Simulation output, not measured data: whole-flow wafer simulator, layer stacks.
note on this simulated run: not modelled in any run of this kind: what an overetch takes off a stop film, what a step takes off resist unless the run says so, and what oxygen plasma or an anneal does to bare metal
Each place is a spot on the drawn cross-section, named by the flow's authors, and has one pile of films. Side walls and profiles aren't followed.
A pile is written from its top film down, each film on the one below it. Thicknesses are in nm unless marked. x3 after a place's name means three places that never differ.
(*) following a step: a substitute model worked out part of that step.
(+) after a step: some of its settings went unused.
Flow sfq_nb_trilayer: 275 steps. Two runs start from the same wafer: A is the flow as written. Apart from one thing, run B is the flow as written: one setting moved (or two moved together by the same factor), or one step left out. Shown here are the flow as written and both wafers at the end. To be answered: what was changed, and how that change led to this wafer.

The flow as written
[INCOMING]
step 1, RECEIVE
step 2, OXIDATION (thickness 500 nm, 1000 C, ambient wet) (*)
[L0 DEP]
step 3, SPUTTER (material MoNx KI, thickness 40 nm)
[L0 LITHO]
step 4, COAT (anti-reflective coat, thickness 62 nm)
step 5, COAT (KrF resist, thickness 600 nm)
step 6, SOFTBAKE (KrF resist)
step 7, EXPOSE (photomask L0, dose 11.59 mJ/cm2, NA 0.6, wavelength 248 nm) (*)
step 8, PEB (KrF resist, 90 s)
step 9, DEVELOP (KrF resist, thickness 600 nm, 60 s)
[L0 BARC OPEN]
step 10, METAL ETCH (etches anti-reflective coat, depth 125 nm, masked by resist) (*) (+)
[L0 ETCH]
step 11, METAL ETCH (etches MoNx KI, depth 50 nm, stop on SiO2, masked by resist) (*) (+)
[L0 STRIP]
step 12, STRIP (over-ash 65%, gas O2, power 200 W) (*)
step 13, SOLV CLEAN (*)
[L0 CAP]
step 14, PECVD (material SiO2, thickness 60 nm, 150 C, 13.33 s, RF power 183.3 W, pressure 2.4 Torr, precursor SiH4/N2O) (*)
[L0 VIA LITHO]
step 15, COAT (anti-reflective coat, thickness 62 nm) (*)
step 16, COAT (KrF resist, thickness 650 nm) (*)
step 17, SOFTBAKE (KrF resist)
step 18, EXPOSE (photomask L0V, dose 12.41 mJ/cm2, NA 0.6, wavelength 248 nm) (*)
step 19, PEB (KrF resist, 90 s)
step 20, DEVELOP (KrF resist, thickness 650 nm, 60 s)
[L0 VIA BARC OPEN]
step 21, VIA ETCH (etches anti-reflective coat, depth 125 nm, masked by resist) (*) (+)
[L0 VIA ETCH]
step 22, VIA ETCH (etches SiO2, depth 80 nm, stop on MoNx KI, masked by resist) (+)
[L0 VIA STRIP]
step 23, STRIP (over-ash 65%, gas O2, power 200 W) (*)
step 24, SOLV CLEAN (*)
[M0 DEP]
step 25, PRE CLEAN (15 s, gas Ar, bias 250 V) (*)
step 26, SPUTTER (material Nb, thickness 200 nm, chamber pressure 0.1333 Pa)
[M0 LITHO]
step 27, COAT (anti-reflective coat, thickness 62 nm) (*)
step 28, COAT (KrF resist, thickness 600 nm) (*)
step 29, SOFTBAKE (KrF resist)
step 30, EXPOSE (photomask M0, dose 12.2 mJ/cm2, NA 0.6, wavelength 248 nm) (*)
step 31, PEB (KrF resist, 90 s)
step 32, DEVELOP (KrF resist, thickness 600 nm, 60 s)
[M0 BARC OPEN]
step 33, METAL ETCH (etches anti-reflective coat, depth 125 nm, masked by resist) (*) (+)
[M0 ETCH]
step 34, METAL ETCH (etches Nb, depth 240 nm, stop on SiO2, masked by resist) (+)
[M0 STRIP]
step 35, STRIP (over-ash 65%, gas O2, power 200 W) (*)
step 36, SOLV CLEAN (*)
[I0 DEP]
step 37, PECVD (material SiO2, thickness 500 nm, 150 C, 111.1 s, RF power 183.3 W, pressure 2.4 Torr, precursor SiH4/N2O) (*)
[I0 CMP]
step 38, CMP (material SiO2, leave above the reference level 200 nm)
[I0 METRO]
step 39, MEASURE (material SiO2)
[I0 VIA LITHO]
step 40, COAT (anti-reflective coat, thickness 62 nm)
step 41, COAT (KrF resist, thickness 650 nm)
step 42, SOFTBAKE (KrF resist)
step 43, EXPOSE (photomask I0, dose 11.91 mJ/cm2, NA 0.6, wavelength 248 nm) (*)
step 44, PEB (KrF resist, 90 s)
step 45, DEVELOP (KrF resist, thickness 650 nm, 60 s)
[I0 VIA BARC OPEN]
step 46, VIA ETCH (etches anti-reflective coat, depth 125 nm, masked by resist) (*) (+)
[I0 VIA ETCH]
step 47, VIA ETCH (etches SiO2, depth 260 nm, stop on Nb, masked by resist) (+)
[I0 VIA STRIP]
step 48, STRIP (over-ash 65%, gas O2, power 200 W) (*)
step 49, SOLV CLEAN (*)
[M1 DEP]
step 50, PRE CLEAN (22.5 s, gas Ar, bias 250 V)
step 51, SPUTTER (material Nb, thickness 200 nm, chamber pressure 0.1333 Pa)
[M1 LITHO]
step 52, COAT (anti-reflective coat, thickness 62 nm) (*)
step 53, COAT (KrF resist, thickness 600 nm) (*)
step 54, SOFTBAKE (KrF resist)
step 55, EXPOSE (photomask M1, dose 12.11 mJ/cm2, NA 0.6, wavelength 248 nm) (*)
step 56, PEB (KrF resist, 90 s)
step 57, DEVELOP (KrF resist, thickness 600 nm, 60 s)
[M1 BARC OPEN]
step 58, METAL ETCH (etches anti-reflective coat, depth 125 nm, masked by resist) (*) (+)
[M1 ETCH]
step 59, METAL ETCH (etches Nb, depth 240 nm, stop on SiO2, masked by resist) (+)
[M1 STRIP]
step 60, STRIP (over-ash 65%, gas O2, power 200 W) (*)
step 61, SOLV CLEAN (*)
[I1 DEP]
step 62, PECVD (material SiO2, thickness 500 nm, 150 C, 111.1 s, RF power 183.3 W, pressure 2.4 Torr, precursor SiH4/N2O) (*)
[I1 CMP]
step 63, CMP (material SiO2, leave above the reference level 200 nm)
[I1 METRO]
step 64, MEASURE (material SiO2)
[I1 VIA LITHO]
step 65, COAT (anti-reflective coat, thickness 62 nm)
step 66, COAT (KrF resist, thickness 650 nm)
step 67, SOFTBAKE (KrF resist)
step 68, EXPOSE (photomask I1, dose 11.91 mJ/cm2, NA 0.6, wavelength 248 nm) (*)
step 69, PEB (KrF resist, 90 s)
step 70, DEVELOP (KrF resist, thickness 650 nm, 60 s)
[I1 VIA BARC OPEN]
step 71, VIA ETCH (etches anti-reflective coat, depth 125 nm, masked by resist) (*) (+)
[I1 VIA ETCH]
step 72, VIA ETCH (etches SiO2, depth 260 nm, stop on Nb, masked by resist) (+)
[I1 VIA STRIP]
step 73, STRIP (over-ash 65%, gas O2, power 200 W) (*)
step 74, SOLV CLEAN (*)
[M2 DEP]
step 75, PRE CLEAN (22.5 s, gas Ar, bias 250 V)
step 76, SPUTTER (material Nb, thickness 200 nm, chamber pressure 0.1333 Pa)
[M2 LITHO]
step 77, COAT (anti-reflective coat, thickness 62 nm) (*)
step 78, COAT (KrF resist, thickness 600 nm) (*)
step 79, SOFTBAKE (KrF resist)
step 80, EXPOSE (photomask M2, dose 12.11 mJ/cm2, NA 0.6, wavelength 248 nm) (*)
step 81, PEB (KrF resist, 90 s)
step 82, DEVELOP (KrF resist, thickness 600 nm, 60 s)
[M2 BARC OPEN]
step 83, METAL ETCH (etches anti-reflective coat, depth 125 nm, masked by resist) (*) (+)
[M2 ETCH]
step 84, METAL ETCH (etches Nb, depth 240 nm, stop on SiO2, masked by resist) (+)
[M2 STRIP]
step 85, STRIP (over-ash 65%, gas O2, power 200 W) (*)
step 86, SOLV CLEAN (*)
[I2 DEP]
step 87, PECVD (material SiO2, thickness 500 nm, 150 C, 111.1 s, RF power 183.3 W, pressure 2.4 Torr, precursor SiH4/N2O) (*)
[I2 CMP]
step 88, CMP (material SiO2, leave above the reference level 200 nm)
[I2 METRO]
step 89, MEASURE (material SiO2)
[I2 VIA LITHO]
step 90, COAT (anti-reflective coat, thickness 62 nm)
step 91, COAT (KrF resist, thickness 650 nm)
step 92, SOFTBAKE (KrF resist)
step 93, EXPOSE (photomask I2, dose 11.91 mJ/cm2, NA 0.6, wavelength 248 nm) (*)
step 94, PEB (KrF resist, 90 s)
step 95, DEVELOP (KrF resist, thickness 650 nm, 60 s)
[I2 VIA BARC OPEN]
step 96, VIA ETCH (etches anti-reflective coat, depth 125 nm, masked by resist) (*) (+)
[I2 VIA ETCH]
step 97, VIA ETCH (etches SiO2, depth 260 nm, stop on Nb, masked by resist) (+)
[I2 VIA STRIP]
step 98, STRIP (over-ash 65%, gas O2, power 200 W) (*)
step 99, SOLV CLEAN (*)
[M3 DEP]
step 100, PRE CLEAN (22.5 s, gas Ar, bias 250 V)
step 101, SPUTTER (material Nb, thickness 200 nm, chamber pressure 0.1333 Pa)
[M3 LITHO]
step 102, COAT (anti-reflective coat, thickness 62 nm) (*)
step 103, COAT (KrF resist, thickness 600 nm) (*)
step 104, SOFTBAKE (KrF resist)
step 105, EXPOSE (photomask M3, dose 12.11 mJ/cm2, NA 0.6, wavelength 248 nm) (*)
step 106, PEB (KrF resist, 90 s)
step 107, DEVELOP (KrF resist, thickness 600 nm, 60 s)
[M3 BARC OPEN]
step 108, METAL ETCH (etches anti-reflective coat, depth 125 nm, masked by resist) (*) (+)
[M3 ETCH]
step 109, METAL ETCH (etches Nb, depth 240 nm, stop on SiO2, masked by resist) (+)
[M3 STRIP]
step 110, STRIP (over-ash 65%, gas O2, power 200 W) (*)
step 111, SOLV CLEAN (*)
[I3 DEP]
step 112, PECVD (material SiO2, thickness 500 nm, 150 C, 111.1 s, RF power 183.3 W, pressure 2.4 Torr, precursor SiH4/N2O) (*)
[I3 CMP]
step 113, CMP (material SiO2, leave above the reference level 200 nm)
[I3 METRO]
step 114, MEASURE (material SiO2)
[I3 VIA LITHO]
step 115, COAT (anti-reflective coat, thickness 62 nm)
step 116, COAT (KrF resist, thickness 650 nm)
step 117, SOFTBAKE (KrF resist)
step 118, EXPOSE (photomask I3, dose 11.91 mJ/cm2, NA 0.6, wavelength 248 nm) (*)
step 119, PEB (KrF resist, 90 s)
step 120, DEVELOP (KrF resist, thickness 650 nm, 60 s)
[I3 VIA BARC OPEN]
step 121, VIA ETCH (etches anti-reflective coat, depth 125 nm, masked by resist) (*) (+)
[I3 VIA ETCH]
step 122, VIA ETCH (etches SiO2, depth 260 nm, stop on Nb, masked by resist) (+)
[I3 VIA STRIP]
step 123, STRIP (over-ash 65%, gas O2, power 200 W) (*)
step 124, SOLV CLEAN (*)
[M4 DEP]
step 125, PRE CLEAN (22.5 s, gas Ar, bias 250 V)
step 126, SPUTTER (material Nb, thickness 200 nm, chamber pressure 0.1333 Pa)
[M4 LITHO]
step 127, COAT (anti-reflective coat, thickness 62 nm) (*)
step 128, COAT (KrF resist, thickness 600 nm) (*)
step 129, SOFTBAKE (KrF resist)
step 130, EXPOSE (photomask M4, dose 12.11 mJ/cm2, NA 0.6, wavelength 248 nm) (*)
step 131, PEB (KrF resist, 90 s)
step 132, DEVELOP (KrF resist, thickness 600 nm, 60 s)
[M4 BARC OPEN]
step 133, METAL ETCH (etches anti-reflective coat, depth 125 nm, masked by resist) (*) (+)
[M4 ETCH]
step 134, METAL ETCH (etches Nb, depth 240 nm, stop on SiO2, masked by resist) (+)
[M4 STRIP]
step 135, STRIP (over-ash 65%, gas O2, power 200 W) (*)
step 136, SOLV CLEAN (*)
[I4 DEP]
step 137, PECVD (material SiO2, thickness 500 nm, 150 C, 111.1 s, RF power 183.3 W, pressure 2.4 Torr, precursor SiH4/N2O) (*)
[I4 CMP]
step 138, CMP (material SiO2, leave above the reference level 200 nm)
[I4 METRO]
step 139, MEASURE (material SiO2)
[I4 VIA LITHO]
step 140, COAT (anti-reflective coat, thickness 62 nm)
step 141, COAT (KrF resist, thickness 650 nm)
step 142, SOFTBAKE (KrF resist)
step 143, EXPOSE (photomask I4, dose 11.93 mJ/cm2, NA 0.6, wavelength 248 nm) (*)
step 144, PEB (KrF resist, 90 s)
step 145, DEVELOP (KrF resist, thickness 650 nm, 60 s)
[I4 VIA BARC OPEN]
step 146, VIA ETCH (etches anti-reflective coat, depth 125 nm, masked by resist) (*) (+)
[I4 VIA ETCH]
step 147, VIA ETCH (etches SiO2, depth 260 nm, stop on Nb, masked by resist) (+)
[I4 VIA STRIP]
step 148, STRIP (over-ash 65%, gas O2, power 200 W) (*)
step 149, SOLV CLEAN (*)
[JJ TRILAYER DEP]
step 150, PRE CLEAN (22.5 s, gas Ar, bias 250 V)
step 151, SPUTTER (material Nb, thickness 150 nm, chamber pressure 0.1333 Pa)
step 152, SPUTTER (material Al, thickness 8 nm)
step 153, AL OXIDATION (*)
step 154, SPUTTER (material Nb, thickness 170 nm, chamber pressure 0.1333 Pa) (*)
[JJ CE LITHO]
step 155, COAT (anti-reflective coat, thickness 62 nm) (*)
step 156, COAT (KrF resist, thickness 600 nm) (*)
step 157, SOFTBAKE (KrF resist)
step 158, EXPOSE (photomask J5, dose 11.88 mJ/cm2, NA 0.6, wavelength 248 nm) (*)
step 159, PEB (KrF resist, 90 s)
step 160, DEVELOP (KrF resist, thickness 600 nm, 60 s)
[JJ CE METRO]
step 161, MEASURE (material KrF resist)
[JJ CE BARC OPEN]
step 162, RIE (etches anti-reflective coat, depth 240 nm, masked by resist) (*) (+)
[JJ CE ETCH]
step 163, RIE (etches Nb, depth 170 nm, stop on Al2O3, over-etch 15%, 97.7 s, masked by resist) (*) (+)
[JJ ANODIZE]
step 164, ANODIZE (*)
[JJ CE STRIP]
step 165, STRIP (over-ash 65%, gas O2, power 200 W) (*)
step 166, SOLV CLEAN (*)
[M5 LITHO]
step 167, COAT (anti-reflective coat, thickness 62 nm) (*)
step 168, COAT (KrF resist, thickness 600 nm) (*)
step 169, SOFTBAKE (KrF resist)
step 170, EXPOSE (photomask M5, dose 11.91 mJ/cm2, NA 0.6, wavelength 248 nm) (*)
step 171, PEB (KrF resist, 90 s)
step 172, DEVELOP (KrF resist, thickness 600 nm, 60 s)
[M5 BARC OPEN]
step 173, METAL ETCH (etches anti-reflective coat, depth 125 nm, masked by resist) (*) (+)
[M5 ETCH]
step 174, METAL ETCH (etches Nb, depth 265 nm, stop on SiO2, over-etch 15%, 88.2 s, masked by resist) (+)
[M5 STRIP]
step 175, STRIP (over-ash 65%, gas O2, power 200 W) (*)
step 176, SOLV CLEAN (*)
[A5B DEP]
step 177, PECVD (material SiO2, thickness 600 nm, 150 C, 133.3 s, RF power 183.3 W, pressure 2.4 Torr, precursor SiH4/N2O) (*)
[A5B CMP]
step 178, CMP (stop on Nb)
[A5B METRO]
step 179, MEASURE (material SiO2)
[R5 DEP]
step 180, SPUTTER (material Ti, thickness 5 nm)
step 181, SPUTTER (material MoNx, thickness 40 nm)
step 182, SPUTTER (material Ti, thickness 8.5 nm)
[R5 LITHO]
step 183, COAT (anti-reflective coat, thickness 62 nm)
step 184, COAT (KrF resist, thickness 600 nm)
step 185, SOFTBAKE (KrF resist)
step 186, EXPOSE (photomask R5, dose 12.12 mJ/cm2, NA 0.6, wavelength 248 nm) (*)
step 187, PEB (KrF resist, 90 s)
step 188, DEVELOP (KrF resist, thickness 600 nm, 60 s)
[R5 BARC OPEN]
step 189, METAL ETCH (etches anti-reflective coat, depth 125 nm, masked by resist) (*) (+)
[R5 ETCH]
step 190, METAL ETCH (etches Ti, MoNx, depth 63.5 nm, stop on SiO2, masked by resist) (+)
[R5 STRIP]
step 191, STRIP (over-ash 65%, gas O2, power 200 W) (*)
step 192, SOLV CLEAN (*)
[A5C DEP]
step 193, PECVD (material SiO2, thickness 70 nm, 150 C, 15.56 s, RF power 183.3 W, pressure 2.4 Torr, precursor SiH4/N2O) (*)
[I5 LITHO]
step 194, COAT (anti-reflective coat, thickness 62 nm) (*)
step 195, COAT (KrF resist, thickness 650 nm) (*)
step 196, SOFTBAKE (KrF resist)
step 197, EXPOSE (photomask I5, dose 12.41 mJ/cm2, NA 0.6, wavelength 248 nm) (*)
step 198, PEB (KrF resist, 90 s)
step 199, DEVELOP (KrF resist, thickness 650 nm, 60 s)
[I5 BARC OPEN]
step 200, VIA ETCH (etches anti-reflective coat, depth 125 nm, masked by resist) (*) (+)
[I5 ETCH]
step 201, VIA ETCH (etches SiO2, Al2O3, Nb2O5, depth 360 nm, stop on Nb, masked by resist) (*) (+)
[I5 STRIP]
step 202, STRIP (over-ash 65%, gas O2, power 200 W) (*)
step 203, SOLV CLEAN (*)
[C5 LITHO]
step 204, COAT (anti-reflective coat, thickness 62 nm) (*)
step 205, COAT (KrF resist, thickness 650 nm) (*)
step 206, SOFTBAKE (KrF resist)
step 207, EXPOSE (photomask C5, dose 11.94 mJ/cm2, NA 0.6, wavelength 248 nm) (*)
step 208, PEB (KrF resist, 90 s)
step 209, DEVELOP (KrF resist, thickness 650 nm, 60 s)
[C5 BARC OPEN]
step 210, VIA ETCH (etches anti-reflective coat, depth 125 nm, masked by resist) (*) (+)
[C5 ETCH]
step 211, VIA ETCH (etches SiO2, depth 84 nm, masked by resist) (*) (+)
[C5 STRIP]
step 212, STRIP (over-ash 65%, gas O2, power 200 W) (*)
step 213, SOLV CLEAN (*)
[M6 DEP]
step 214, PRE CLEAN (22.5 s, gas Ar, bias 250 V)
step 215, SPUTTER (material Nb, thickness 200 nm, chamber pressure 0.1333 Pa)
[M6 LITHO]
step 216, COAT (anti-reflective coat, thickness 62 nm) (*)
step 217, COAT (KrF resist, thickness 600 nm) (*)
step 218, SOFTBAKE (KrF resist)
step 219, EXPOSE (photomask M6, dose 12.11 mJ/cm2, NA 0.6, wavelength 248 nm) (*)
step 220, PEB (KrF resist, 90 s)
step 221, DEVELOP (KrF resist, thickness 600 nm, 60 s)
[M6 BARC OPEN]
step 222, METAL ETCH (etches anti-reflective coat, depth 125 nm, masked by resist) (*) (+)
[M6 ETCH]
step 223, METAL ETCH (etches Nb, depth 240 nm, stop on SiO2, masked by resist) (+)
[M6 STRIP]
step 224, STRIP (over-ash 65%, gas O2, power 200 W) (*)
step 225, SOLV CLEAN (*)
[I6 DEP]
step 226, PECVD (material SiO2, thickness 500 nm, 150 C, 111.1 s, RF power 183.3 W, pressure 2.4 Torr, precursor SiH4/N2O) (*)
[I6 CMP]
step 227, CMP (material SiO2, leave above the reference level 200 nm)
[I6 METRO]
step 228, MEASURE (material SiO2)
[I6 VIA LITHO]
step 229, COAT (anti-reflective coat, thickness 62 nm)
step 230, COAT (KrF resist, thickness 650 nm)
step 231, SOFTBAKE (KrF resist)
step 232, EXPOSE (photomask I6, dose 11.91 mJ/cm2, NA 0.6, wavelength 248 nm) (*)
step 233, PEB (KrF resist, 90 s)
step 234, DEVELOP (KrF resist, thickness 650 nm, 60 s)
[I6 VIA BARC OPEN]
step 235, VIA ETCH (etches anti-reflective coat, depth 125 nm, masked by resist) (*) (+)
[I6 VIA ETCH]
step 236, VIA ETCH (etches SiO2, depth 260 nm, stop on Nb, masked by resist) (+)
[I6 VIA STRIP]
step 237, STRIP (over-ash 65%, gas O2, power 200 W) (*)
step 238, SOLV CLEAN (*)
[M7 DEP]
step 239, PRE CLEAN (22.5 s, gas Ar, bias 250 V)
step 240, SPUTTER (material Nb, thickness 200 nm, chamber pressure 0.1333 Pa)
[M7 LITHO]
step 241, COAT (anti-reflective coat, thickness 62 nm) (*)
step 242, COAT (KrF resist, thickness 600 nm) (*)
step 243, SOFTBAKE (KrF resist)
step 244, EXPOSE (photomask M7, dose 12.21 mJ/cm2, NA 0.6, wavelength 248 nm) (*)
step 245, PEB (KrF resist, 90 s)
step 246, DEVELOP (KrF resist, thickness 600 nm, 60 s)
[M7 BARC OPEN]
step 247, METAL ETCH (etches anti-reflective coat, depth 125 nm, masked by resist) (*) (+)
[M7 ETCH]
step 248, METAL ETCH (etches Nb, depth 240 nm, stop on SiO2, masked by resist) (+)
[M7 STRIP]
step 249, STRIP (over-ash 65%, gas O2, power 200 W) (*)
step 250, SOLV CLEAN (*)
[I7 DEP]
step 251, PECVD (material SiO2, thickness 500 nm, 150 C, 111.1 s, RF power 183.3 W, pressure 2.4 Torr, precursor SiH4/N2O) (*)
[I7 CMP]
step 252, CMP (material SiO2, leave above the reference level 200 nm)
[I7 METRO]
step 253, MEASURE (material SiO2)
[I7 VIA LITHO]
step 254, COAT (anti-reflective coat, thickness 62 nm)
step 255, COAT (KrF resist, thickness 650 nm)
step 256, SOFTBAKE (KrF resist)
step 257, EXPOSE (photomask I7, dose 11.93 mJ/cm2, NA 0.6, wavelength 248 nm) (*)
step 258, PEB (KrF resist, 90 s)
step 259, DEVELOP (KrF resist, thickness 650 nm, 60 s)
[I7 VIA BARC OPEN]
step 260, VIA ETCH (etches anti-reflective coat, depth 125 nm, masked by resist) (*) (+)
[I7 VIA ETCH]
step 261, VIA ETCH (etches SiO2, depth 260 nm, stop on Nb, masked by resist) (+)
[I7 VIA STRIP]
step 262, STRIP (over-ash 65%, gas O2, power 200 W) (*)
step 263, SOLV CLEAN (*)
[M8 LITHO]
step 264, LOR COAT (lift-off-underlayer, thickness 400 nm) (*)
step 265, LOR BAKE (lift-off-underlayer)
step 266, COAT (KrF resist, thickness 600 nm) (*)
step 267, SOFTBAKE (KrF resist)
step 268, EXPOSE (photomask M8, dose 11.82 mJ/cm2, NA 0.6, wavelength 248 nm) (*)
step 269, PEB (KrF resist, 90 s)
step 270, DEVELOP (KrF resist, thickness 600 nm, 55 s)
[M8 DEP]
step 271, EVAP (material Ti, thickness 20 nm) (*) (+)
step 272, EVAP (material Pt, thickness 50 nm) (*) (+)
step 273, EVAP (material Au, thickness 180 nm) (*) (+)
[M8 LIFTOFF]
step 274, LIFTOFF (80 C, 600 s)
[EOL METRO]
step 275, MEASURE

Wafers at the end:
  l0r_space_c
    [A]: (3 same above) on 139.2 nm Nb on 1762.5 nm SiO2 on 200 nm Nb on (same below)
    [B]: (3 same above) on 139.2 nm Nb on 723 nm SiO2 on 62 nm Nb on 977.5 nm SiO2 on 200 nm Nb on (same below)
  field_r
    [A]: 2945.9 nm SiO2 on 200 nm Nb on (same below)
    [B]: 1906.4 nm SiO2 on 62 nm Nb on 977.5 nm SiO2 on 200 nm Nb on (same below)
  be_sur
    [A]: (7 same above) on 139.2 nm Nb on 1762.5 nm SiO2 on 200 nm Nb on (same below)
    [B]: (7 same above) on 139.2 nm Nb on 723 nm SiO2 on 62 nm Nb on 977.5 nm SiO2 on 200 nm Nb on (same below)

Cause: step 109, METAL ETCH: depth 138 nm was run, whereas the flow has depth 240 nm.

The path from the change to this, step by step:
  step 109, METAL ETCH (etches Nb, depth 240 nm, stop on SiO2, masked by resist) (+)
      field_l, be, be_sur and 72 more: A -200 Nb (all of it) | B -138 Nb
      v_sur, via_wl, via_w and 28 more: A -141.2 KrF resist | B -81.2 KrF resist
  step 110, STRIP (over-ash 65%, gas O2, power 200 W) (*)
      p4_w1, p4_w2, p4_w3 and 21 more: A -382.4 KrF resist (all of it), -62 anti-reflective coat (all of it) | B -442.4 KrF resist (all of it), -62 anti-reflective coat (all of it)
      via_wl, via_wr: A -384.2 KrF resist (all of it), -34.2 anti-reflective coat (all of it) | B -444.2 KrF resist (all of it), -34.2 anti-reflective coat (all of it)
      (and at 5 other places as well)
  step 112, PECVD (material SiO2, thickness 500 nm, 150 C, 111.1 s, RF power 183.3 W, pressure 2.4 Torr, precursor SiH4/N2O) (*)
      field_l, be, be_sur and 64 more: A +500 SiO2 | B +500 SiO2 (new film)
      p4_g1, p4_g2, p3_s0, p3_s1, p3_s2, p3_s3, p3_s4, p3_s5: A +557.1 SiO2 | B +500 SiO2 (new film)
  step 113, CMP (material SiO2, leave above the reference level 200 nm)
      field_l, be, be_sur and 64 more: A -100 SiO2 | B -162 SiO2
      p4_g1, p4_g2, p3_s0, p3_s1, p3_s2, p3_s3, p3_s4, p3_s5: A -157.1 SiO2 | B -162 SiO2
If metal films that touch count as one body, l0r_space_c has 3 bodies (between them, from the top down: SiO2 723; SiO2 977.5); the flow as written gives 2 bodies (between them, from the top down: SiO2 1762.5).
If metal films that touch count as one body, field_r has 2 bodies (between them, from the top down: SiO2 977.5); the flow as written gives 1 body.
If metal films that touch count as one body, be_sur has 5 bodies (between them, from the top down: SiO2 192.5; SiO2 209 / Al2O3 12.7 / Nb2O5 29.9; SiO2 723; SiO2 977.5); the flow as written gives 4 bodies (between them, from the top down: SiO2 192.5; SiO2 209 / Al2O3 12.7 / Nb2O5 29.9; SiO2 1762.5).
